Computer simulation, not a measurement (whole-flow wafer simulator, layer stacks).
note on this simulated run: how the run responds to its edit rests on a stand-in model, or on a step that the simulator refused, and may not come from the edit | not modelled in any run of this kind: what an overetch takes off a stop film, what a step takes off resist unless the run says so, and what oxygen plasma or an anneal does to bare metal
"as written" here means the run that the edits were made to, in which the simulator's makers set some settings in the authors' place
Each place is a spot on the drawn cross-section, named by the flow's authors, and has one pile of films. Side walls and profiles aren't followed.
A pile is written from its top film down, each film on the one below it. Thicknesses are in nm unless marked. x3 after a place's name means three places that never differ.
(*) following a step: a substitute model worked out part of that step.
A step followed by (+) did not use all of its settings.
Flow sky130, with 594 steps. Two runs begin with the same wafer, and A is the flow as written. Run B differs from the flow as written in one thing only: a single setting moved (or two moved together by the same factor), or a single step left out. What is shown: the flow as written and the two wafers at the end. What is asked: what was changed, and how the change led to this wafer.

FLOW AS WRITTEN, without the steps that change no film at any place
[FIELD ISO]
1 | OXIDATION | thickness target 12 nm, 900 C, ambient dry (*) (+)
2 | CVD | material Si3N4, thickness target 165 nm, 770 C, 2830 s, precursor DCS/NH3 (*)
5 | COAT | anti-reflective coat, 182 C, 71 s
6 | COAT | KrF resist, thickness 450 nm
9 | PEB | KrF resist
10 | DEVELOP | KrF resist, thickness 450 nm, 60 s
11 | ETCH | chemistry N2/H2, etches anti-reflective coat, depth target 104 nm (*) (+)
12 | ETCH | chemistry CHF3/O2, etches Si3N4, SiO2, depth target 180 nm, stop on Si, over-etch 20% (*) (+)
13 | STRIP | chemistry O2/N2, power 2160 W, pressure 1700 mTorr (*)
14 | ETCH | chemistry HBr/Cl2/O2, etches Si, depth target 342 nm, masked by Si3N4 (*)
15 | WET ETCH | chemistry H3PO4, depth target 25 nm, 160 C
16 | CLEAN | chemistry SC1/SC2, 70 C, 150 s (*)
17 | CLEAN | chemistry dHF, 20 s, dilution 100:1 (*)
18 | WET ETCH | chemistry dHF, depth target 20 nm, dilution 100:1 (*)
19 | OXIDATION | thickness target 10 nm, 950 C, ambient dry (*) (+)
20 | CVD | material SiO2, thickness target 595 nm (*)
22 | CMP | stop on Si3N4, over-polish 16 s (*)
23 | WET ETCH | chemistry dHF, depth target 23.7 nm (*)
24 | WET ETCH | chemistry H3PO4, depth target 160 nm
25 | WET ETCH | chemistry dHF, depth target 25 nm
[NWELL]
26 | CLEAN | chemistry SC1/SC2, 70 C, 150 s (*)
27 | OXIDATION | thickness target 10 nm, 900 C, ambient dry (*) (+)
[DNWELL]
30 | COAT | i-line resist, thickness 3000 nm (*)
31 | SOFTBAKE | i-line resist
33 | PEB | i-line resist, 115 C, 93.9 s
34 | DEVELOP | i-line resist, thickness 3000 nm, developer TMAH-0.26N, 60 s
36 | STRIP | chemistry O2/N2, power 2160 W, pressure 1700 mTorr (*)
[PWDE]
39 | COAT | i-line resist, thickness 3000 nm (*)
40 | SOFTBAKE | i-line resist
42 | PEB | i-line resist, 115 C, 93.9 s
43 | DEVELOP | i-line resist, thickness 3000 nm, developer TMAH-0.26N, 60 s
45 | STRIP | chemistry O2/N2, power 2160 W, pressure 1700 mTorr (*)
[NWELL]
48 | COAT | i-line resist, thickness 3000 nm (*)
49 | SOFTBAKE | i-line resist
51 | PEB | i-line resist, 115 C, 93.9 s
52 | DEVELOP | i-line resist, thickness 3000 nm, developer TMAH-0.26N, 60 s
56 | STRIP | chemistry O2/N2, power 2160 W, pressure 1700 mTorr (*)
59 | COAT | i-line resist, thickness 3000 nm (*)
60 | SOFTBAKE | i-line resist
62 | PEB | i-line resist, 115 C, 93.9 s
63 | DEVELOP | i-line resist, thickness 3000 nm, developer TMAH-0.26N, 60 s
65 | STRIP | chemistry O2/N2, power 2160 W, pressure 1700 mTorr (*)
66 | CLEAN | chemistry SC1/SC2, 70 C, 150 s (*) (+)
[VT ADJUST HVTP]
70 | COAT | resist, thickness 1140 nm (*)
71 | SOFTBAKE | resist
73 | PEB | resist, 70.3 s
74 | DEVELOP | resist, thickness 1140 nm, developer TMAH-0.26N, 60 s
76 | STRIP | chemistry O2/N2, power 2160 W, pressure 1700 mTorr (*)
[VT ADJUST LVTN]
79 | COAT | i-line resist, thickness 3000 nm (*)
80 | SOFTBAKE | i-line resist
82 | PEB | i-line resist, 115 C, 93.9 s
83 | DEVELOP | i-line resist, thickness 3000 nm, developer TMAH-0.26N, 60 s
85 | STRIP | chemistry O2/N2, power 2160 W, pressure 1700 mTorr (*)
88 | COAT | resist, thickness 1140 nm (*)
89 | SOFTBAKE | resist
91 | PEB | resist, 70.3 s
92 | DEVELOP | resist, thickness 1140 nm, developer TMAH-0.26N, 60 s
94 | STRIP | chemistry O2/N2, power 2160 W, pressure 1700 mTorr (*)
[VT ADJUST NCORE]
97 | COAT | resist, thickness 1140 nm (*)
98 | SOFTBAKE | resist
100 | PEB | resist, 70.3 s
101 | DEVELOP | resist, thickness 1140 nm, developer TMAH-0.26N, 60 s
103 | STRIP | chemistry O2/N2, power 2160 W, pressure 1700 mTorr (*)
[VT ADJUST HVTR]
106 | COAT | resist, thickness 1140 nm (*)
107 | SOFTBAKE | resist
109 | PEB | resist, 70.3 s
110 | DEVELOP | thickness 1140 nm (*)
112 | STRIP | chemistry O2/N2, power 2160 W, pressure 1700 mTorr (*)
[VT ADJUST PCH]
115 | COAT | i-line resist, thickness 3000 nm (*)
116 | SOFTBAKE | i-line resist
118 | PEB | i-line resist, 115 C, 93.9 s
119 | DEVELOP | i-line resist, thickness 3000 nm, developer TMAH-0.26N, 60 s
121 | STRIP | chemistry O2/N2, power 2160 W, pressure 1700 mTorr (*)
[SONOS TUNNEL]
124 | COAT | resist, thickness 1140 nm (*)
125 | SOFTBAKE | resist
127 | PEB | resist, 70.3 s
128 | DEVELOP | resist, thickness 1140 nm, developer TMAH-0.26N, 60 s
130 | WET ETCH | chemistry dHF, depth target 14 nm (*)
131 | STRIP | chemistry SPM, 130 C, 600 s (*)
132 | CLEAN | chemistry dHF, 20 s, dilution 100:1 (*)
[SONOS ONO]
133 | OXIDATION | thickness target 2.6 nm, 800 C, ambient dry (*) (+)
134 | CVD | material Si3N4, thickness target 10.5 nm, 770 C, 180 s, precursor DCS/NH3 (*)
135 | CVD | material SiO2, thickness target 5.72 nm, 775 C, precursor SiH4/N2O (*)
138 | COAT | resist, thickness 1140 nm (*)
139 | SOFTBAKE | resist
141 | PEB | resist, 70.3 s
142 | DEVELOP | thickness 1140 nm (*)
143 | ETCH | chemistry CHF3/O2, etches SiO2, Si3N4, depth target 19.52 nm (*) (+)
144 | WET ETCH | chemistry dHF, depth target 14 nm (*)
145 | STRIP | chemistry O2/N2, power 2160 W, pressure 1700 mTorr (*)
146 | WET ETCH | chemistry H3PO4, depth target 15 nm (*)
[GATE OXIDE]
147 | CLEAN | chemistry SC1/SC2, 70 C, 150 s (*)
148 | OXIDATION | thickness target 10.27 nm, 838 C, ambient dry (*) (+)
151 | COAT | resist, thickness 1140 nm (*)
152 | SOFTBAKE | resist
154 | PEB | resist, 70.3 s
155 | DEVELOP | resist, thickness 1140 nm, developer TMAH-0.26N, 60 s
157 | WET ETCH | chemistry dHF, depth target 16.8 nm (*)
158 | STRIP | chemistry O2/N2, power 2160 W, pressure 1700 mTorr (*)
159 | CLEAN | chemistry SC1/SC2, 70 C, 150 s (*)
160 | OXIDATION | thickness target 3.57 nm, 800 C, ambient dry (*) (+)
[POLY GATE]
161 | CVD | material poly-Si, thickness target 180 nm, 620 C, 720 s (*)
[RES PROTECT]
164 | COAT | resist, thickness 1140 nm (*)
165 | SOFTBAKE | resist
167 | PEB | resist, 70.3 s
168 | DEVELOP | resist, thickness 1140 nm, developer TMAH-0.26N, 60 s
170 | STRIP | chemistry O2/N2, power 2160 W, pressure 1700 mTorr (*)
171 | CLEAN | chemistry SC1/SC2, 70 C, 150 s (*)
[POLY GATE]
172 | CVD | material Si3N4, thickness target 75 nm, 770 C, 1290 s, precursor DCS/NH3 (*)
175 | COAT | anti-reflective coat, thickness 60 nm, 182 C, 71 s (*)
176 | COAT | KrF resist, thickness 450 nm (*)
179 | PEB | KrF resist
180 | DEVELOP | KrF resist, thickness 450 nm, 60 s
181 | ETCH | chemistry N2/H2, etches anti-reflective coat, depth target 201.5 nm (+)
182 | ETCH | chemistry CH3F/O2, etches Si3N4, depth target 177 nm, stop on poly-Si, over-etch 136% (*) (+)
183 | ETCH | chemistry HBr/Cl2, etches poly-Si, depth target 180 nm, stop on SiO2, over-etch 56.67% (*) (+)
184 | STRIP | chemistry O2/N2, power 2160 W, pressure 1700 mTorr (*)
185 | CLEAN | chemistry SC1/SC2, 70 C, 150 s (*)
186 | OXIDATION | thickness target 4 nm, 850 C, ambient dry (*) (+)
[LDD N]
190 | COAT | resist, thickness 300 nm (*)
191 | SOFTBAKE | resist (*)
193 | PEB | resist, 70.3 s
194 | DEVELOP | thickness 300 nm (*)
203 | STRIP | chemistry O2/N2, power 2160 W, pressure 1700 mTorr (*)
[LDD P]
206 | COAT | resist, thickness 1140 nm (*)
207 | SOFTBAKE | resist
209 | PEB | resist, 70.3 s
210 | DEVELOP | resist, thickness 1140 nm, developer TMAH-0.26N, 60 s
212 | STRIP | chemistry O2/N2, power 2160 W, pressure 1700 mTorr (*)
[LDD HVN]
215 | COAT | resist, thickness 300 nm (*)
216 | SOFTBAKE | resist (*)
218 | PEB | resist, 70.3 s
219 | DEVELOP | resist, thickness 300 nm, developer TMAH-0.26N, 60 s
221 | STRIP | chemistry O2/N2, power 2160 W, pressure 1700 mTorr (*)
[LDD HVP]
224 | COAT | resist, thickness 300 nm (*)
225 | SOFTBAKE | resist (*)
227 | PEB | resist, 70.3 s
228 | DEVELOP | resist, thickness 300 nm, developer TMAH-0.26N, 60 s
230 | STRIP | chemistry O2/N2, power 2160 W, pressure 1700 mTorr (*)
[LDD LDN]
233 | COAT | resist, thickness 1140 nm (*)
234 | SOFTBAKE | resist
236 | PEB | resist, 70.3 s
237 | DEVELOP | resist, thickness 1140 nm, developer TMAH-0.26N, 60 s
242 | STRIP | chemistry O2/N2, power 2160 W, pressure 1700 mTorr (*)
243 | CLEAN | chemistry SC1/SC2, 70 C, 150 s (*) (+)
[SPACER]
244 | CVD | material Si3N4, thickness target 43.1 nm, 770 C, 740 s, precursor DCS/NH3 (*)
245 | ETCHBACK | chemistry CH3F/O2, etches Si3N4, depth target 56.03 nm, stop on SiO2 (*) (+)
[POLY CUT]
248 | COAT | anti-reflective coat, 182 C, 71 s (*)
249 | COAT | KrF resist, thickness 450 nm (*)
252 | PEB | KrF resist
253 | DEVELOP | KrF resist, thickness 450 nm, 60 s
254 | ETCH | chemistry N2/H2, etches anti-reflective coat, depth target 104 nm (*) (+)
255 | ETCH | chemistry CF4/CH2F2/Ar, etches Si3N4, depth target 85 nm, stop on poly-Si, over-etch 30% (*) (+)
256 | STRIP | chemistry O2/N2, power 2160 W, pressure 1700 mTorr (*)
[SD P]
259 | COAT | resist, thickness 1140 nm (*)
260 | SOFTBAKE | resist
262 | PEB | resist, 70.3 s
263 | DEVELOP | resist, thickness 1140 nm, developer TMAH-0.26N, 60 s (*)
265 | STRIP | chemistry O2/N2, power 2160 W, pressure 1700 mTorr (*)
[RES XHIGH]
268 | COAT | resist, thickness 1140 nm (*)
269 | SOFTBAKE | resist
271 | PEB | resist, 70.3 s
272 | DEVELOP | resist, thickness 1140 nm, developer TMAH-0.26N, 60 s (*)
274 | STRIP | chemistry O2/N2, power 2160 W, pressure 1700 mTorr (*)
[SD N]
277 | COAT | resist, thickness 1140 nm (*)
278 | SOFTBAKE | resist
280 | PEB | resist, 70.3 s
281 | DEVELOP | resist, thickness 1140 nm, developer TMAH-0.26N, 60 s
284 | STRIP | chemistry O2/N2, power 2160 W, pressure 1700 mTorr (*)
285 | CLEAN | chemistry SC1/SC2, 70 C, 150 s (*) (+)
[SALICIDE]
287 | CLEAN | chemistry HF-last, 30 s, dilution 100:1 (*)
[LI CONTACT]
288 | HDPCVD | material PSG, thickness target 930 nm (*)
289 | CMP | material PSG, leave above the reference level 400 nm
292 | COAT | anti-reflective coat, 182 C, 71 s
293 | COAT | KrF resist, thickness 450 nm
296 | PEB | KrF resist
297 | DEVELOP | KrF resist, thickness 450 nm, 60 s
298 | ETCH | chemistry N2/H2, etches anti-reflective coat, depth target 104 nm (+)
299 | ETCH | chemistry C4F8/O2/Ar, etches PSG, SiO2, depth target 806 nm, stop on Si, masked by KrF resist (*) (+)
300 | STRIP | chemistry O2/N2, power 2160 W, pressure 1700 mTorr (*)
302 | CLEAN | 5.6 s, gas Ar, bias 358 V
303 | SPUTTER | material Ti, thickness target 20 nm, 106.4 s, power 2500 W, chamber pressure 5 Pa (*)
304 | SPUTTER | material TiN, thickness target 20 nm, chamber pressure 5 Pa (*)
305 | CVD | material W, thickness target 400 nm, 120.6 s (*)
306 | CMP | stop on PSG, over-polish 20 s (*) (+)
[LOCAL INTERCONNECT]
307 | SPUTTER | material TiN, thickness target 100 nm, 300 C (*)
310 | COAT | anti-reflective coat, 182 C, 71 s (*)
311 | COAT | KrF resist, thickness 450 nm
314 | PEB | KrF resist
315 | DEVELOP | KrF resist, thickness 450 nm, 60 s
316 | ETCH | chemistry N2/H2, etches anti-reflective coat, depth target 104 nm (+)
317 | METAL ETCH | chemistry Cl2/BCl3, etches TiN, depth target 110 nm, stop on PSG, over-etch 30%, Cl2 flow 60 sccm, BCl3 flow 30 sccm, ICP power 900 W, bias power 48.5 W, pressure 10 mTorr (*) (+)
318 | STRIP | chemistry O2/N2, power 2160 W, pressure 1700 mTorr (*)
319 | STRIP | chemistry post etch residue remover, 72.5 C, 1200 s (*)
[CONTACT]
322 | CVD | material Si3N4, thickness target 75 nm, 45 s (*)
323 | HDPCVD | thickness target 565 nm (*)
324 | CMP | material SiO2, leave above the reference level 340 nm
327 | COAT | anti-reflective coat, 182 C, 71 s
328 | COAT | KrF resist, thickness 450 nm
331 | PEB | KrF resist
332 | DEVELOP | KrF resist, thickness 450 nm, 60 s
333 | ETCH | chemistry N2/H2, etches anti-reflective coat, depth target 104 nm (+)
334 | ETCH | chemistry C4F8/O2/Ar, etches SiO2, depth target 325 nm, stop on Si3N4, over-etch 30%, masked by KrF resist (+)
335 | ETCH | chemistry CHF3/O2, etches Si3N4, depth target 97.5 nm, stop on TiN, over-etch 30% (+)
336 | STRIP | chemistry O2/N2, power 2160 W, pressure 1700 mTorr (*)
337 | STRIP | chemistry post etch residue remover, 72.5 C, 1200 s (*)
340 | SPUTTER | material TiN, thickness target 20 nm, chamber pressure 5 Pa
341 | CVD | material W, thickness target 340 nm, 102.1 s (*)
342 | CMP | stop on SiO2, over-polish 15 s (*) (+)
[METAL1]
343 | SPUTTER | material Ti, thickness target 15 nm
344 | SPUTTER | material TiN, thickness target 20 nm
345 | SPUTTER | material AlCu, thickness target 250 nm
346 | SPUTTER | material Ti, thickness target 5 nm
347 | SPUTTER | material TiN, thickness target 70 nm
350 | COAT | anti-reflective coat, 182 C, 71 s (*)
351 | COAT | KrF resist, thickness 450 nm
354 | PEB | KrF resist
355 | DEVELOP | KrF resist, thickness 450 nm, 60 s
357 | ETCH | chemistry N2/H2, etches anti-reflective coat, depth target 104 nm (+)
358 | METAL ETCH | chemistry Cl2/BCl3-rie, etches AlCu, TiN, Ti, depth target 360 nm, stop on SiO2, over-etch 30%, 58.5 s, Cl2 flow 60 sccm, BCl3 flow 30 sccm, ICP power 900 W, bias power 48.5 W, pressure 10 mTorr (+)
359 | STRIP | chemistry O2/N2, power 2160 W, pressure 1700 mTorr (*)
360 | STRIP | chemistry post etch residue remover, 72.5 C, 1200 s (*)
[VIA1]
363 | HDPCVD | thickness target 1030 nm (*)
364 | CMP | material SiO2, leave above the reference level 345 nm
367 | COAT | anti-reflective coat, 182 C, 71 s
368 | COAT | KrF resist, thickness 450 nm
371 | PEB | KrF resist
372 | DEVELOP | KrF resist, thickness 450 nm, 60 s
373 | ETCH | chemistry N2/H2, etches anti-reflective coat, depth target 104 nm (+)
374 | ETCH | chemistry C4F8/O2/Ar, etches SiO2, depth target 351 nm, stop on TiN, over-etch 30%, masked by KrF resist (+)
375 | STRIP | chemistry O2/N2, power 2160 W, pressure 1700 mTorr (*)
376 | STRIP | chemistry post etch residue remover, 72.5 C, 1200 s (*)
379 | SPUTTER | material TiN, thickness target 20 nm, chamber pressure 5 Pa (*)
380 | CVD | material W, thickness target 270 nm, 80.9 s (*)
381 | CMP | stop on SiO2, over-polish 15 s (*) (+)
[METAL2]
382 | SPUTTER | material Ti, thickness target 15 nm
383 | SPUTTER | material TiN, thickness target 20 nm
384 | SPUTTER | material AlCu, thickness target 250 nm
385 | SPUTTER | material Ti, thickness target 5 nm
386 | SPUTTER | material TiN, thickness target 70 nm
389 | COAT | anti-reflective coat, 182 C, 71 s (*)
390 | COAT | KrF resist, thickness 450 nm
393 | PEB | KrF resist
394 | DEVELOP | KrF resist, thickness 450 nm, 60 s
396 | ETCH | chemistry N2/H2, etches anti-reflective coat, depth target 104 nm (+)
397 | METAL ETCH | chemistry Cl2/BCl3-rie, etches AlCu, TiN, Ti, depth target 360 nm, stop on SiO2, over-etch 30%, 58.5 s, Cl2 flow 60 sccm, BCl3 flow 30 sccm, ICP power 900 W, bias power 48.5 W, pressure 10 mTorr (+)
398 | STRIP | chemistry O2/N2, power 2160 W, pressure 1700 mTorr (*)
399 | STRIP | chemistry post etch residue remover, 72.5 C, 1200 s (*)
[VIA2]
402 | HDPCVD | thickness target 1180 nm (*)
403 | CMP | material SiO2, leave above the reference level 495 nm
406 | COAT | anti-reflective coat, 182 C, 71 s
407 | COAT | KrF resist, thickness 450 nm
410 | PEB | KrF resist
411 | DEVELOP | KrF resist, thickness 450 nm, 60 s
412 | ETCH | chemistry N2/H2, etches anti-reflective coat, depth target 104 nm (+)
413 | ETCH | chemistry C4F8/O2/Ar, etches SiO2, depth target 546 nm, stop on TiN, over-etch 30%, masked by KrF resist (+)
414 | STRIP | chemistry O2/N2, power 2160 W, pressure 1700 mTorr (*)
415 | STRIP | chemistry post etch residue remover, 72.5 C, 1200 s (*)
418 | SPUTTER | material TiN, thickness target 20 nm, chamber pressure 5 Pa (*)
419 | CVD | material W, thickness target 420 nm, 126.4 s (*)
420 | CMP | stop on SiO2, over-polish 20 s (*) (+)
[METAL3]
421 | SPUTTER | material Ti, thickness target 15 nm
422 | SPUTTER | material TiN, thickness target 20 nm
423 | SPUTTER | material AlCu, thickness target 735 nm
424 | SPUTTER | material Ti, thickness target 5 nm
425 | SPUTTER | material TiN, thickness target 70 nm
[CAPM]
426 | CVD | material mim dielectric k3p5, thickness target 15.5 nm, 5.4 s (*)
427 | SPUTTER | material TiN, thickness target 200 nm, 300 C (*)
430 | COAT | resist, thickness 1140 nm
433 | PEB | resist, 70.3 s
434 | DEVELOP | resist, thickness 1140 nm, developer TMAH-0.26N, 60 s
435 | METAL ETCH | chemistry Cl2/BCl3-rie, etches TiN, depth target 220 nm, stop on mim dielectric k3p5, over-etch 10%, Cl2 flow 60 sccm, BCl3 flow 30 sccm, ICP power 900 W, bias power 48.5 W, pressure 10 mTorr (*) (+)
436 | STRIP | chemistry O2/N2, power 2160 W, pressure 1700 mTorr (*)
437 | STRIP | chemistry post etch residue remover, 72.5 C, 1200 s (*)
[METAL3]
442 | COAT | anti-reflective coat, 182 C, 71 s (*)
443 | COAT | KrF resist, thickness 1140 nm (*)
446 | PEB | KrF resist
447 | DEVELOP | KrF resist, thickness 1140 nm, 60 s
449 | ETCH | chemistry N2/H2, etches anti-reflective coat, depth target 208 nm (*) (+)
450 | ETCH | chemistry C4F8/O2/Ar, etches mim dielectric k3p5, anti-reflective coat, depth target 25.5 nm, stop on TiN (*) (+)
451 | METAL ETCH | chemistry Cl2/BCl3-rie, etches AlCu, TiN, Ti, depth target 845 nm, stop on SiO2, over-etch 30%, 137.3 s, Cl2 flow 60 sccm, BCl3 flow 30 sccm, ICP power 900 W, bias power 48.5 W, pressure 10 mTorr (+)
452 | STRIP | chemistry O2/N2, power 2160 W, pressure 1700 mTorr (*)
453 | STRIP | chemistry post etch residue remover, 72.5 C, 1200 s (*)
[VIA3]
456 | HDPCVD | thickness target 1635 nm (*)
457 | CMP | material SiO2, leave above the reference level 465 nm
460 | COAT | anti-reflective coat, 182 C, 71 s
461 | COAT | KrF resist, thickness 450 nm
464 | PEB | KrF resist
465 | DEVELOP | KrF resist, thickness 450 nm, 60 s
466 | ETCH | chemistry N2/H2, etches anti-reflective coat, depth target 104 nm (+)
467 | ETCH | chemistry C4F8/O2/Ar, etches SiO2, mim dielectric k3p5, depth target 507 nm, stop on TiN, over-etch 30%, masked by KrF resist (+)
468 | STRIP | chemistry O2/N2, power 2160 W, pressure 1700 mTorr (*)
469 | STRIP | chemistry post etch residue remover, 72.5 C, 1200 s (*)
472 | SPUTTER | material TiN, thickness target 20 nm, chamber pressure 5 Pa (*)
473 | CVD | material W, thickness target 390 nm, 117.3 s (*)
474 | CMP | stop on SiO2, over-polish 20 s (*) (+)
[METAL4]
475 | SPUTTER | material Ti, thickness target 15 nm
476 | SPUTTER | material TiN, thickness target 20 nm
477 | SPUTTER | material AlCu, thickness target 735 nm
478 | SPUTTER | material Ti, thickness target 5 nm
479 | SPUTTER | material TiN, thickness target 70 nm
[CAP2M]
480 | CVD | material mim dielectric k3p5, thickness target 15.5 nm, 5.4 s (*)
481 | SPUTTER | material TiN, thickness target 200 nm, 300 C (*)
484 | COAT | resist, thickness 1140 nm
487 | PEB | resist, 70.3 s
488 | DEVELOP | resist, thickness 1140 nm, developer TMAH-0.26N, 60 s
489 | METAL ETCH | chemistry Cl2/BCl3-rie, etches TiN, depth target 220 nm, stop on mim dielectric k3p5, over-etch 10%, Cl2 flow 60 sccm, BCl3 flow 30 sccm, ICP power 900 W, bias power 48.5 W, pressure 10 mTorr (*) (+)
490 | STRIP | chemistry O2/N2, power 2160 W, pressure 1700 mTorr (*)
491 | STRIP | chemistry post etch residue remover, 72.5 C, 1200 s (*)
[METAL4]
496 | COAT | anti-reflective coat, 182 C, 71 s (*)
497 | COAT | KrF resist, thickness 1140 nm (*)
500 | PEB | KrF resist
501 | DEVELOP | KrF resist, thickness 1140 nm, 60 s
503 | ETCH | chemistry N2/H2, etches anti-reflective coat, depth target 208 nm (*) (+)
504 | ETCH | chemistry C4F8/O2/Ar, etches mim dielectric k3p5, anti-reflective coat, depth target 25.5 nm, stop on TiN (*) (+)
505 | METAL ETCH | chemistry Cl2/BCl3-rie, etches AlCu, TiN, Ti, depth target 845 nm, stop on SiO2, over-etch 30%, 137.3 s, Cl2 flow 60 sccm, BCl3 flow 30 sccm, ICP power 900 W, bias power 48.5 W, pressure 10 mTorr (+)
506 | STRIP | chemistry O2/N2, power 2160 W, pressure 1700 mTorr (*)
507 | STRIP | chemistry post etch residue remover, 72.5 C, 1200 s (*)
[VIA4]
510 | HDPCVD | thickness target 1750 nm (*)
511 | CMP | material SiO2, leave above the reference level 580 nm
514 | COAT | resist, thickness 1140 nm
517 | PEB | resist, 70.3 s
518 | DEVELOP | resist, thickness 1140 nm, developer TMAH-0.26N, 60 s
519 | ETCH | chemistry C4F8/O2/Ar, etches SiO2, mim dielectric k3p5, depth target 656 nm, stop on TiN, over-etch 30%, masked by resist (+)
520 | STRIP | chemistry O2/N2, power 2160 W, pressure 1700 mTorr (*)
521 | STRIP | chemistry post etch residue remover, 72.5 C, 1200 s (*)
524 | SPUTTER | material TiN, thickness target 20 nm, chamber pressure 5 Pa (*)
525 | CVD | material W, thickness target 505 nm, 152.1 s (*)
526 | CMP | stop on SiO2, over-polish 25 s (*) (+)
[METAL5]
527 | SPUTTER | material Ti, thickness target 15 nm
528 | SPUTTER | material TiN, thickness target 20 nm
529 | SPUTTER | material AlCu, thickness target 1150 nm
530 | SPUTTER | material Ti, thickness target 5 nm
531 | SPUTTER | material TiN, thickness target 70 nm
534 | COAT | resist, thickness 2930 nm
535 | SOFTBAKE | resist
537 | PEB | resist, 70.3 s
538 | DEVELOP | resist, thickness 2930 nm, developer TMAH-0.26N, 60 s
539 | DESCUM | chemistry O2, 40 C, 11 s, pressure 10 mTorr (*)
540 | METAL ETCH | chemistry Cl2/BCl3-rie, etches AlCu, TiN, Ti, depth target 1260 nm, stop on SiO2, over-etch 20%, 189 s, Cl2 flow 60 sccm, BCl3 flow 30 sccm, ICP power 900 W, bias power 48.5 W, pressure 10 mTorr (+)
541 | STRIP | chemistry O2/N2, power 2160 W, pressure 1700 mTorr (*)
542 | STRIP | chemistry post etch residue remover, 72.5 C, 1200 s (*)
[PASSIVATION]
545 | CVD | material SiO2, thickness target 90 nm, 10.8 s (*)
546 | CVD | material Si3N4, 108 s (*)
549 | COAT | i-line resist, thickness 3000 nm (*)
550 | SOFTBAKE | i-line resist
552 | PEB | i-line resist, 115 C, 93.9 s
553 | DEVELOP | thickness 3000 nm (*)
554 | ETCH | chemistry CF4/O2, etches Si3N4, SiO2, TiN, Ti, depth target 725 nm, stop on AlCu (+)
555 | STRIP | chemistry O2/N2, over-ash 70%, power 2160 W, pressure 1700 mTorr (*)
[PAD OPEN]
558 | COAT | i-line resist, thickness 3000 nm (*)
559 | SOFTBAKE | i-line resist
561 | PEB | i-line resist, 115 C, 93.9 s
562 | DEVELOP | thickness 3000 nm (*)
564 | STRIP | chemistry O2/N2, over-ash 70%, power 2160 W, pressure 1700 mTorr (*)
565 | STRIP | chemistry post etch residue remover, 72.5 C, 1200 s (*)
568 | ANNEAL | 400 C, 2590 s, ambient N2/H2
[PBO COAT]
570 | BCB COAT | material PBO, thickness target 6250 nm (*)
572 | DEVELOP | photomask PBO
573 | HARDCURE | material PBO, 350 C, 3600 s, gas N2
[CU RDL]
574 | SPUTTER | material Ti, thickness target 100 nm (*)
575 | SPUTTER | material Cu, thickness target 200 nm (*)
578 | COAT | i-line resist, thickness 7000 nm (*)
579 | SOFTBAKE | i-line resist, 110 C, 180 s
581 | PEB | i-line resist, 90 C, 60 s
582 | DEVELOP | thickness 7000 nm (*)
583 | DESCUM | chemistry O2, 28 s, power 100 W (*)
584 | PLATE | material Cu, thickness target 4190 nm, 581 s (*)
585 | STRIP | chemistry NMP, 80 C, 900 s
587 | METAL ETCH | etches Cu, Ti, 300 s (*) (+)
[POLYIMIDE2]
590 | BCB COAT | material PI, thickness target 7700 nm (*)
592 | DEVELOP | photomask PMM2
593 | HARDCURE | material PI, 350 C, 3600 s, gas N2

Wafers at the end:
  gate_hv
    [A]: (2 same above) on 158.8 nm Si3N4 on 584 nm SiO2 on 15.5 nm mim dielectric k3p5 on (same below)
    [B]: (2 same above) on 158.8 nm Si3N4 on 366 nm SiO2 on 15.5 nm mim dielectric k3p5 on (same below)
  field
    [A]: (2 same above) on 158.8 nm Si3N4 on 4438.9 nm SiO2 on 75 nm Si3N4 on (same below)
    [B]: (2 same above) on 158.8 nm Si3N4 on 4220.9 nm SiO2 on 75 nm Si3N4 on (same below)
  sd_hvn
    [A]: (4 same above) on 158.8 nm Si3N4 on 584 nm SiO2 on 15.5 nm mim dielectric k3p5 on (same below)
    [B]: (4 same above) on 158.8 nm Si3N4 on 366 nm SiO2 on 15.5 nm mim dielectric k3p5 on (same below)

Cause: step 511, CMP: leave above the reference level 362 nm was run, while the flow as written has leave above the reference level 580 nm.

The path from the change to this, step by step:
  511 | CMP | material SiO2, leave above the reference level 580 nm
      n_well, p_well, gate_hv and 99 more: A SiO2 loses 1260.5 | B SiO2 loses 1478.5
      field, active, gate and 77 more: A SiO2 loses 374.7 | B SiO2 loses 592.7
      (as well as at 11 more places)
  519 | ETCH | chemistry C4F8/O2/Ar, etches SiO2, mim dielectric k3p5, depth target 656 nm, stop on TiN, over-etch 30%, masked by resist (+)
      field, active, n_well and 188 more: A resist loses 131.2 | B resist loses 74.8
      m1: A SiO2 loses 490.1 (all of it), mim dielectric k3p5 loses 15.5 (all of it) | B SiO2 loses 272.1 (all of it), mim dielectric k3p5 loses 15.5 (all of it)
      (as well as at 1 more place)
  520 | STRIP | chemistry O2/N2, power 2160 W, pressure 1700 mTorr (*)
      field, active, n_well and 188 more: A resist loses 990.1 (all of it) | B resist loses 1046.5 (all of it)
  524 | SPUTTER | material TiN, thickness target 20 nm, chamber pressure 5 Pa (*)
      m1, via4_hole: A TiN gains 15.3 | B TiN gains 16.9
  525 | CVD | material W, thickness target 505 nm, 152.1 s (*)
      m1: A W gains 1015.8 (new film) | B W gains 599.4 (new film)
      via4_hole: A W gains 1015.2 (new film) | B W gains 600.5 (new film)
  526 | CMP | stop on SiO2, over-polish 25 s (*) (+)
      m1: A W loses 532.7 | B W loses 335.9
      via4_hole: A W loses 532.7 | B W loses 337.7
